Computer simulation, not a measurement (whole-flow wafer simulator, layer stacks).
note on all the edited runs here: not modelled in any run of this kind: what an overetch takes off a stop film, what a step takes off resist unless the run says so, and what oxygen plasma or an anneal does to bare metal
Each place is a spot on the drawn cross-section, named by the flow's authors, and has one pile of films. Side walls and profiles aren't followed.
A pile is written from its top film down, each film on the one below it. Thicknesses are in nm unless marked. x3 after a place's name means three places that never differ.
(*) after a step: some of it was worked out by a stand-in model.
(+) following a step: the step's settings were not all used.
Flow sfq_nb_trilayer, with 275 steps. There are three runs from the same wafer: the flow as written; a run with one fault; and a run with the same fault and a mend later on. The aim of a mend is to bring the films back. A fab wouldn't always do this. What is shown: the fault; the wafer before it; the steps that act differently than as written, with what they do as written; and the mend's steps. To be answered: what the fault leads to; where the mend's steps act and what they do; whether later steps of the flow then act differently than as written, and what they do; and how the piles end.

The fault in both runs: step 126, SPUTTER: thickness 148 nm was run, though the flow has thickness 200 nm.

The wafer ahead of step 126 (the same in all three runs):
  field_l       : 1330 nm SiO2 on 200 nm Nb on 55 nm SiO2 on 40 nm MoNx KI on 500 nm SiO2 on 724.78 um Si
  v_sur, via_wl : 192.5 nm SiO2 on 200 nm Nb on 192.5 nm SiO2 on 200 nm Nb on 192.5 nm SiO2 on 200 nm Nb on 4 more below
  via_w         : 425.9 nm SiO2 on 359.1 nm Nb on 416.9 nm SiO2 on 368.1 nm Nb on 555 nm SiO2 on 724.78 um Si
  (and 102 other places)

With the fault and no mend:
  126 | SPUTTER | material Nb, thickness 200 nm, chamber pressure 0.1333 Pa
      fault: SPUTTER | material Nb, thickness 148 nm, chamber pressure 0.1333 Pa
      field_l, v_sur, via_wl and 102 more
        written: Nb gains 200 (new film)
        fault: Nb gains 148 (new film)
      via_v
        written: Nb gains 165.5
        fault: Nb gains 122.2
  Later steps of the flow acting differently than as written (4 other steps are not shown; they differ only slightly, by no more than 2% or 0.5 nm, whichever is larger):
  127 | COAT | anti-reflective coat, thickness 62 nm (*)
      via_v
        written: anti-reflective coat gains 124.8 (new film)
        fault: anti-reflective coat gains 122.2 (new film)
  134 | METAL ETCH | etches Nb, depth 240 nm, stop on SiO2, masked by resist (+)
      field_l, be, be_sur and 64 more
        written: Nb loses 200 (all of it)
        fault: Nb loses 148 (all of it)
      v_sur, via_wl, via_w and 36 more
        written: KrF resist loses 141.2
        fault: KrF resist loses 130.6
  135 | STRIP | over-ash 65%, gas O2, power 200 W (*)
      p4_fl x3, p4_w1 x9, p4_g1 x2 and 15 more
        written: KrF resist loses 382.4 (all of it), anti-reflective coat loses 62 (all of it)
        fault: KrF resist loses 393 (all of it), anti-reflective coat loses 62 (all of it)
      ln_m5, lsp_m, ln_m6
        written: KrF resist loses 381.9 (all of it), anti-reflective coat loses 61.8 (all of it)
        fault: KrF resist loses 392.5 (all of it), anti-reflective coat loses 61.8 (all of it)
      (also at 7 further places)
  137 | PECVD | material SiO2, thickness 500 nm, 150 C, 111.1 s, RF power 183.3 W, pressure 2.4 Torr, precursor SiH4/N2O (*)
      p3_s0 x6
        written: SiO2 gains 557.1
        fault: SiO2 gains 505.1
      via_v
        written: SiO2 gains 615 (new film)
        fault: SiO2 gains 601.1 (new film)
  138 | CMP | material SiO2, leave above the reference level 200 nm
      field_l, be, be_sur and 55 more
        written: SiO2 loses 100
        fault: SiO2 loses 152
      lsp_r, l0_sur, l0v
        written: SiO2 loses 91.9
        fault: SiO2 loses 146
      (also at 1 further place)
  At v_sur, via_wl, via_w and 86 more, the piles at the end differ from the flow's by more than 2% or 0.5 nm, whichever is larger.
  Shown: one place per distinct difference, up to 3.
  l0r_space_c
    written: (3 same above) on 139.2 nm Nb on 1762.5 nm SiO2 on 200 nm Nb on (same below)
    fault: (3 same above) on 139.2 nm Nb on 1710.5 nm SiO2 on 200 nm Nb on (same below)
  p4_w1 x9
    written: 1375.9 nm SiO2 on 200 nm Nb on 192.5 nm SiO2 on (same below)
    fault: 1375.9 nm SiO2 on 148 nm Nb on 192.5 nm SiO2 on (same below)
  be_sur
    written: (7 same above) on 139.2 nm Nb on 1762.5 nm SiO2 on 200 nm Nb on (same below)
    fault: (7 same above) on 139.2 nm Nb on 1710.5 nm SiO2 on 200 nm Nb on (same below)

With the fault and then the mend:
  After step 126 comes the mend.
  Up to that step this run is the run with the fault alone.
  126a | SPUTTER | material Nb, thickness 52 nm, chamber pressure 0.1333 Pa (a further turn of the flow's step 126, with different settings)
      field_l, v_sur, via_wl and 102 more
        Nb gains 52
      via_v
        Nb gains 40.5
  Later steps of the flow that are run all act as written at every place that is followed, up to a difference of at most 2% or 0.5 nm, whichever is larger.
  At the end the piles are close to the flow's at the places that both follow, differing by at most 2% or 0.5 nm, whichever is larger.
